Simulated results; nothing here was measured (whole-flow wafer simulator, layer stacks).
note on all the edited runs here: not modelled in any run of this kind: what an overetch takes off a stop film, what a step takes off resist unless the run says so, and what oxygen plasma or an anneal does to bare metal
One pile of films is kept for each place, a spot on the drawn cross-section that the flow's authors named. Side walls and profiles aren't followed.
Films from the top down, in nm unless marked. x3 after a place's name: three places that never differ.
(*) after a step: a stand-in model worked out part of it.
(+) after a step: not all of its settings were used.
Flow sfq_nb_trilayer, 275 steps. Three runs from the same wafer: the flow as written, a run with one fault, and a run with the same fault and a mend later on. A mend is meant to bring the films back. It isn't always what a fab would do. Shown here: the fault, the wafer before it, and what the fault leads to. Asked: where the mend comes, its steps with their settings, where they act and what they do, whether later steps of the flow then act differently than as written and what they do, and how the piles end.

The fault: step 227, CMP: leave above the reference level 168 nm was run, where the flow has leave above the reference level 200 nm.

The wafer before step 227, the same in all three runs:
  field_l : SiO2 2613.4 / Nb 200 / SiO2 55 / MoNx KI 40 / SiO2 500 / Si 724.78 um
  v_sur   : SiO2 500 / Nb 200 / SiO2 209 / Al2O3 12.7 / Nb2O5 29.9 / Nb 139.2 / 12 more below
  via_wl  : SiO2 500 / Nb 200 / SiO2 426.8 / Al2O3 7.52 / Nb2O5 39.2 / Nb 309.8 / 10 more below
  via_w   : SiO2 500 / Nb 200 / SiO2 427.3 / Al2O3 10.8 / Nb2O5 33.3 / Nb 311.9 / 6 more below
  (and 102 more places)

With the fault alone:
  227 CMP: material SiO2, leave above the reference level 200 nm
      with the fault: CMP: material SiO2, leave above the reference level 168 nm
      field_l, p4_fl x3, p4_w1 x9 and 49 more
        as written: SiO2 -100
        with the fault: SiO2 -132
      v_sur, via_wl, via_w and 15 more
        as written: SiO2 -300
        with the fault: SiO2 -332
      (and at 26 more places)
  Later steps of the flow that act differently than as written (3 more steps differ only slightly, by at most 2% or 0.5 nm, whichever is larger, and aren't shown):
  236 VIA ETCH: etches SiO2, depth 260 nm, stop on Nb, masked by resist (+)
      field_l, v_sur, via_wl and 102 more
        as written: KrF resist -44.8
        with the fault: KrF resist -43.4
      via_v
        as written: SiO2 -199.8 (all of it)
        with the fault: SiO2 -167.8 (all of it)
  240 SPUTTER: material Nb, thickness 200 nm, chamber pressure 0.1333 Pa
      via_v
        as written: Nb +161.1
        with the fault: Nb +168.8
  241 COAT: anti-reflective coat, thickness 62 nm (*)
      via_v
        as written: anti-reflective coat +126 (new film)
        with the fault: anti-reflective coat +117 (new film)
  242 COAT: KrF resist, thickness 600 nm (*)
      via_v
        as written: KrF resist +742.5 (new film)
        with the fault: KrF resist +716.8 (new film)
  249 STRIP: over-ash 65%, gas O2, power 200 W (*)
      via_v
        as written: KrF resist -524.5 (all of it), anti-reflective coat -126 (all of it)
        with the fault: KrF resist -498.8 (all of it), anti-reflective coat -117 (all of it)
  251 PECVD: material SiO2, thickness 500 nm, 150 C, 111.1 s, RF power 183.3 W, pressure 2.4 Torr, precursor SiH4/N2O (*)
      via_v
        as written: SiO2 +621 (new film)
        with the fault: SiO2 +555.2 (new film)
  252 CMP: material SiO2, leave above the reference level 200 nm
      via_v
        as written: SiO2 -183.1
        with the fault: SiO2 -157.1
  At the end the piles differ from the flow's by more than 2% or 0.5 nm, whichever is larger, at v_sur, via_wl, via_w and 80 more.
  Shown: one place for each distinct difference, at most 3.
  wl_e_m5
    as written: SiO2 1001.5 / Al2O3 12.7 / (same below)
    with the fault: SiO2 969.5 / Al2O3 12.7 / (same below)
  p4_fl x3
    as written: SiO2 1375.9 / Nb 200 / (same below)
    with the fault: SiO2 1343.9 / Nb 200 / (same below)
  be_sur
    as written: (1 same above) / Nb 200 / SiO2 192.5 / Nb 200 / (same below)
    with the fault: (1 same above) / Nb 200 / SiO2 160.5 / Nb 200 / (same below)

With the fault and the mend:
  The mend comes after step 234.
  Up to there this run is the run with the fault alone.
  234a STRIP: over-ash 65%, gas O2, power 200 W (*)
      field_l, v_sur, via_wl and 102 more
        KrF resist -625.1 (all of it), anti-reflective coat -62 (all of it)
      via_v
        anti-reflective coat -62 (all of it)
  234b PECVD: material SiO2, thickness 32 nm, 150 C, 7.111 s, RF power 183.3 W, pressure 2.4 Torr, precursor SiH4/N2O (the flow's step 226 once more, with other settings)
      field_l, v_sur, via_wl and 103 more
        SiO2 +32
  234c COAT: anti-reflective coat, thickness 62 nm (the flow's step 229 once more)
      field_l, v_sur, via_wl and 103 more
        anti-reflective coat +62 (new film)
  234d COAT: KrF resist, thickness 650 nm (the flow's step 230 once more)
      field_l, v_sur, via_wl and 103 more
        KrF resist +650 (new film)
  234e SOFTBAKE: KrF resist (the flow's step 231 once more)
      changes no film at any place that is followed
  234f EXPOSE: photomask I6, dose 11.91 mJ/cm2, NA 0.6, wavelength 248 nm (*) (the flow's step 232 once more)
      changes no film at any place that is followed
  234g PEB: KrF resist, 90 s (the flow's step 233 once more)
      field_l, v_sur, via_wl and 103 more
        KrF resist -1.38
  234h DEVELOP: KrF resist, thickness 650 nm, 60 s (the flow's step 234 once more)
      field_l, v_sur, via_wl and 102 more
        KrF resist -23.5
      via_v
        KrF resist -648.6 (all of it)
  No later step of the flow acts differently than as written at any place that is followed.
  At the end the piles are the same as the flow's at every place that both follow.
